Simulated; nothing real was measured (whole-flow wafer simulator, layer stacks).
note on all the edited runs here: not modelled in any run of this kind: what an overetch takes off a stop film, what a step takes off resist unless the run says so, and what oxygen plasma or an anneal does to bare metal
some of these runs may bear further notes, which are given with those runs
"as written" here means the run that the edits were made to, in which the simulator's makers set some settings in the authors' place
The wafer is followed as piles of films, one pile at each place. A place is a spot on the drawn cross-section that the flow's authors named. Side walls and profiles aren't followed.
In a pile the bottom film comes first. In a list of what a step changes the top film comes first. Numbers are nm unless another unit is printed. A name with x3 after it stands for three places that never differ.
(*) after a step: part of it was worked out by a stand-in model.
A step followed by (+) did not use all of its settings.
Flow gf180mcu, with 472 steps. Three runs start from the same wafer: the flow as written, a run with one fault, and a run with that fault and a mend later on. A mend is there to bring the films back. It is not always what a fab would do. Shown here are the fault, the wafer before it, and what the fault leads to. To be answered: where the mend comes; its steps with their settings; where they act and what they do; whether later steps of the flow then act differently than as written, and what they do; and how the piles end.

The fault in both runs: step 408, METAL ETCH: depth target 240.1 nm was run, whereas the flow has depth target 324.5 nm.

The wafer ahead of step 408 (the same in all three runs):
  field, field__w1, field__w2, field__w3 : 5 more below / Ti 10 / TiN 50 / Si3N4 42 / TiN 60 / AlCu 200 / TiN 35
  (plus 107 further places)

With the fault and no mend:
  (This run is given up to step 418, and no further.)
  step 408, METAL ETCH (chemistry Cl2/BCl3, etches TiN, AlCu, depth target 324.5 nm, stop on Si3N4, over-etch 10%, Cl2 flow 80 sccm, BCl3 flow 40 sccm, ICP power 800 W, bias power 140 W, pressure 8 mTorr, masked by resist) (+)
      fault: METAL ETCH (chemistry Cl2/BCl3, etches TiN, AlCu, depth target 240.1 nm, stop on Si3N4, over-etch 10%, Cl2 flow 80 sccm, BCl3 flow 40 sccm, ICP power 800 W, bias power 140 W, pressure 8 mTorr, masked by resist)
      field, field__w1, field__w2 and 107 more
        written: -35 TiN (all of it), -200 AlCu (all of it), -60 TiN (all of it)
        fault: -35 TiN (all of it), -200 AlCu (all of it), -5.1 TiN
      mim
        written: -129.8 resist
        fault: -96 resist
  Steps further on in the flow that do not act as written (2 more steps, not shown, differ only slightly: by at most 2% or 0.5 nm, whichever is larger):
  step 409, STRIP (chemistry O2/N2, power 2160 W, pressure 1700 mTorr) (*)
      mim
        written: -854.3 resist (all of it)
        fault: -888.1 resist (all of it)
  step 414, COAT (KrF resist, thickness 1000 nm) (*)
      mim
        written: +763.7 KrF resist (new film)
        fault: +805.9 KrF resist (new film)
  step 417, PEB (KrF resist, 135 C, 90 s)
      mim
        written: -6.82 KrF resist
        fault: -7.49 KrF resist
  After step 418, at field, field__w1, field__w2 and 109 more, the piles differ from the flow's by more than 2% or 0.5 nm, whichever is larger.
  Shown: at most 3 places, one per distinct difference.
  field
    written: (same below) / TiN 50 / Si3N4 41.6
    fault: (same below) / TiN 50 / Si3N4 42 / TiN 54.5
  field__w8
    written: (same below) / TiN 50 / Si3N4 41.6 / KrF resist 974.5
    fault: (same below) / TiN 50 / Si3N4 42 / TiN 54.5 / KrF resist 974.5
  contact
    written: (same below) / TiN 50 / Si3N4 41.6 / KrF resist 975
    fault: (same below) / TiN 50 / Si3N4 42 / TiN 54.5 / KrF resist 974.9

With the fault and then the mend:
  The mend stands after step 410.
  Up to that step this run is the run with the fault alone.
  step 410a, DEHYDRATE (200 C, 60 s) (the flow's step 401 again)
      alters no film at any place that is followed
  step 410b, HMDS (120 C, 60 s) (the flow's step 402 again)
      alters no film at any place that is followed
  step 410c, COAT (resist, thickness 1000 nm) (*) (the flow's step 403 again)
      field__w8, m1__w1, iso_ptap_pw and 39 more
        +1000 resist (new film)
      p_well, sti, spacer, sd_n, mim_1p0, pad, dice_street
        +1000.5 resist (new film)
      field, ld_fp_p, ld_drift_p, ld_drn_p, ld_body_p_dnw, m1_nw
        +1001.4 resist (new film)
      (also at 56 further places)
  step 410d, SOFTBAKE (resist) (the flow's step 404 again)
      npoly_u, ppoly_u
        +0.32 resist
      field__w2
        +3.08 resist
      field__w3
        +3.23 resist
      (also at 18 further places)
  step 410e, EXPOSE (photomask FuseTop) (the flow's step 405 again)
      alters no film at any place that is followed
  step 410f, PEB (resist, 70.3 s) (the flow's step 406 again)
      field, field__w1, field__w5 and 95 more
        -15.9 resist
      field__w2, field__w3, field__w12, pplus_u, nw_enc_fld_lv__w1, nw_enc_fld_lv__w4
        -16 resist
      field__w11, field__w13, ppoly_u, npoly_sal
        -16.2 resist
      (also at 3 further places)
  step 410g, DEVELOP (thickness 1000 nm, 60 s) (the flow's step 407 again)
      field__w8, m1__w1, iso_ptap_pw and 39 more
        -984.1 resist (all of it)
      field_sub__w1, field_sub__w5, n_well, sd_p, gate_p, active_nat, nw_enc_fld_lv, nw_enc_fld_lv__w3
        -985 resist (all of it)
      p_well, sti, spacer, sd_n, mim_1p0, pad, dice_street
        -984.6 resist (all of it)
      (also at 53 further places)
  step 410h, METAL ETCH (chemistry Cl2/BCl3, etches TiN, AlCu, depth target 84.4 nm, stop on Si3N4, over-etch 10%, Cl2 flow 80 sccm, BCl3 flow 40 sccm, ICP power 800 W, bias power 140 W, pressure 8 mTorr, masked by resist) (+) (the flow's step 408 again, with other settings)
      field, field__w1, field__w2 and 107 more
        -54.5 TiN (all of it)
      mim
        -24 resist
  step 410i, STRIP (chemistry O2/N2, power 2160 W, pressure 1700 mTorr) (*) (the flow's step 409 again)
      mim
        -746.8 resist (all of it)
  step 410j, STRIP (chemistry post etch residue remover, 72.5 C, 1200 s) (*) (the flow's step 410 again)
      field, field__w1, field__w2 and 107 more
        -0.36 Si3N4
      mim
        -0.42 TiN
  None of the later steps of the flow differs from how it acts as written, at any place that is followed, by more than 2% or 0.5 nm, whichever is larger.
  At the end the piles are close to the flow's at the places that both follow, differing by at most 2% or 0.5 nm, whichever is larger.
